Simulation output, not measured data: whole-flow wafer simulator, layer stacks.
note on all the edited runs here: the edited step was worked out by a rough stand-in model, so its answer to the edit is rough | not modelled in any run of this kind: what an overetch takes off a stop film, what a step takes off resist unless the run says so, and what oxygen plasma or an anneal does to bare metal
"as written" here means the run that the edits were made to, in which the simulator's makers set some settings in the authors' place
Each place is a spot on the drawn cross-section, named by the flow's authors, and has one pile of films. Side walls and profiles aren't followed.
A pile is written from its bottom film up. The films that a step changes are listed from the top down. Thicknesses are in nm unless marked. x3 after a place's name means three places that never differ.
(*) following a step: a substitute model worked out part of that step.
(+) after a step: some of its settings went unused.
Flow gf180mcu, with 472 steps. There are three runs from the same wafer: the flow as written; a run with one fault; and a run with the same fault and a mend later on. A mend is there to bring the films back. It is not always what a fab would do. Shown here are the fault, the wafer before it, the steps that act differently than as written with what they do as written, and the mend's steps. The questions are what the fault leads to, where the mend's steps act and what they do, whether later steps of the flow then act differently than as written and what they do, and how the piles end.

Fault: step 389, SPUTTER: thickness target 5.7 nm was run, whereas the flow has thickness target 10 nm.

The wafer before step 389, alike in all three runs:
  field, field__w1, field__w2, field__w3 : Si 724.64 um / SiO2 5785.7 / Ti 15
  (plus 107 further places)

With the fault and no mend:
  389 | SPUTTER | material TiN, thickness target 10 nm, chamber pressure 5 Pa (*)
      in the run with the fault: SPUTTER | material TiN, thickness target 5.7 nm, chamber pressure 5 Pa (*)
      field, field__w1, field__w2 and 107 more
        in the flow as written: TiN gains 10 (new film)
        in the run with the fault: TiN gains 5.7 (new film)
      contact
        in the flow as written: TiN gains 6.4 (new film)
        in the run with the fault: TiN gains 3.65 (new film)
  Steps later in the flow that act otherwise than as written (not shown: 1 more step that differs only slightly, by at most 2% or 0.5 nm, whichever is larger):
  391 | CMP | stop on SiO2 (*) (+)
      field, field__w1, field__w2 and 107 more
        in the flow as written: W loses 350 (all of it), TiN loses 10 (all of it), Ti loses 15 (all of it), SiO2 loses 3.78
        in the run with the fault: W loses 350 (all of it), TiN loses 5.7 (all of it), Ti loses 15 (all of it), SiO2 loses 3.74
  The piles end different from the flow's at contact by more than 2% or 0.5 nm, whichever is larger.
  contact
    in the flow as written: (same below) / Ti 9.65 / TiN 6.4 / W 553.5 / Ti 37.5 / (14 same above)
    in the run with the fault: (same below) / Ti 9.65 / TiN 3.65 / W 556.3 / Ti 37.5 / (14 same above)

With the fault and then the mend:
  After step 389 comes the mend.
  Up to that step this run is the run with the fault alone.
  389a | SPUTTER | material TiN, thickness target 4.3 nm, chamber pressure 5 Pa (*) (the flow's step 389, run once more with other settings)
      field, field__w1, field__w2 and 107 more
        TiN gains 4.3
      contact
        TiN gains 2.75
  Later steps of the flow that are run all act as written at every place that is followed.
  By the end, the piles equal the flow's at every place that both follow.
